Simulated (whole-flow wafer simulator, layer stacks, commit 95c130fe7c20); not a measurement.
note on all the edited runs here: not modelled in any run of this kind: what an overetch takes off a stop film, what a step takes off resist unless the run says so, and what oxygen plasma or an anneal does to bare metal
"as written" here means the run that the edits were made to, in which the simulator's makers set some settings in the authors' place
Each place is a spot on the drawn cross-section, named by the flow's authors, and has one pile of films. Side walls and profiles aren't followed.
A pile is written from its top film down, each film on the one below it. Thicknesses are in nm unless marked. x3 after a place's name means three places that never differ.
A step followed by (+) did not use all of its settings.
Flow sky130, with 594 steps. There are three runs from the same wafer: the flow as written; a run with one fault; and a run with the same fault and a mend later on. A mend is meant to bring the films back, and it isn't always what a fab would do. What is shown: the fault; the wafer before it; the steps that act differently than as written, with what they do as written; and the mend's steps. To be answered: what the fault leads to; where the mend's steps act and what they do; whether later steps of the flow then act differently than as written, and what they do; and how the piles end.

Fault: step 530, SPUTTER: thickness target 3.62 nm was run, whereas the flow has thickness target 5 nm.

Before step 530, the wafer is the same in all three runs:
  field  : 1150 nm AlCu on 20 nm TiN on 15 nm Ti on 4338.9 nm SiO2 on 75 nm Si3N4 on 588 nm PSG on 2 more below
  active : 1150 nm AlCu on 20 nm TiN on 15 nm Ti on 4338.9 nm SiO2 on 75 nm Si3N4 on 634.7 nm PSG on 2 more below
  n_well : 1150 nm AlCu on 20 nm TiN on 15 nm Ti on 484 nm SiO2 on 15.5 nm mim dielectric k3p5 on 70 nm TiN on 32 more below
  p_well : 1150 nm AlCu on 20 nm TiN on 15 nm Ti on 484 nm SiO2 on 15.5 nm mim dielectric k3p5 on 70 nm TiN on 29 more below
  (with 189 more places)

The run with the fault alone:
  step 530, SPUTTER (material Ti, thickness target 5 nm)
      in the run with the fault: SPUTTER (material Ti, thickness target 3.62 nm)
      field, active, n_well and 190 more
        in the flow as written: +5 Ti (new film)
        in the run with the fault: +3.62 Ti (new film)
  Steps further on in the flow that do not act as written (21 other steps are not shown; they differ only slightly, by no more than 2% or 0.5 nm, whichever is larger):
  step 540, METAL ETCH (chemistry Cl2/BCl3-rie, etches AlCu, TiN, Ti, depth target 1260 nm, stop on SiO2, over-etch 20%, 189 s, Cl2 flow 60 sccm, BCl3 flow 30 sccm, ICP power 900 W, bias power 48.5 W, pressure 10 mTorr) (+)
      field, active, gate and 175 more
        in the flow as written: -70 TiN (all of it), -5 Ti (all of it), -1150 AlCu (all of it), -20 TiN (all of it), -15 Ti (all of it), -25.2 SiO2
        in the run with the fault: -70 TiN (all of it), -3.62 Ti (all of it), -1150 AlCu (all of it), -20 TiN (all of it), -15 Ti (all of it), -25.3 SiO2
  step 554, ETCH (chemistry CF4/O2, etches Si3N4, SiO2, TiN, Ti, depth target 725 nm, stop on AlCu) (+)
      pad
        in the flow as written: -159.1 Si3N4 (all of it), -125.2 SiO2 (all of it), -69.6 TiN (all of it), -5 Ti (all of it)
        in the run with the fault: -159.1 Si3N4 (all of it), -125.2 SiO2 (all of it), -69.6 TiN (all of it), -3.62 Ti (all of it)
  At n_well, p_well, sd_n and 11 more, the piles at the end differ from the flow's by more than 2% or 0.5 nm, whichever is larger.
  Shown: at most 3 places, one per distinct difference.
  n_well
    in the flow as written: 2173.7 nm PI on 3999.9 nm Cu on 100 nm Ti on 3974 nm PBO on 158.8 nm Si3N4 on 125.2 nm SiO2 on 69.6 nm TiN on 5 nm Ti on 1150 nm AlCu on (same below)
    in the run with the fault: 2173.8 nm PI on 3999.9 nm Cu on 100 nm Ti on 3975 nm PBO on 158.8 nm Si3N4 on 125.2 nm SiO2 on 69.6 nm TiN on 3.62 nm Ti on 1150 nm AlCu on (same below)
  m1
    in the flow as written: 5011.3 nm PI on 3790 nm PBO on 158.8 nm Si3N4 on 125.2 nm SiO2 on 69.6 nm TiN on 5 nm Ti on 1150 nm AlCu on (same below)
    in the run with the fault: 5011.3 nm PI on 3791.1 nm PBO on 158.8 nm Si3N4 on 125.2 nm SiO2 on 69.6 nm TiN on 3.62 nm Ti on 1150 nm AlCu on (same below)
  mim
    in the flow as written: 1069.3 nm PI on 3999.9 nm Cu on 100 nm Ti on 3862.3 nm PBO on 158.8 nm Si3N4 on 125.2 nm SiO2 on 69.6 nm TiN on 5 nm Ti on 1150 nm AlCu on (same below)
    in the run with the fault: 1069.4 nm PI on 3999.9 nm Cu on 100 nm Ti on 3863.3 nm PBO on 158.8 nm Si3N4 on 125.2 nm SiO2 on 69.6 nm TiN on 3.62 nm Ti on 1150 nm AlCu on (same below)

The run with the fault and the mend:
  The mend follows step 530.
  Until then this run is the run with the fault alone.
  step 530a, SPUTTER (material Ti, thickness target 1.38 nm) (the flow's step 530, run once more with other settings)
      field, active, n_well and 190 more
        +1.38 Ti
  None of the later steps of the flow acts differently than as written at any place that is followed.
  At every place that both follow, the piles at the end match the flow's.
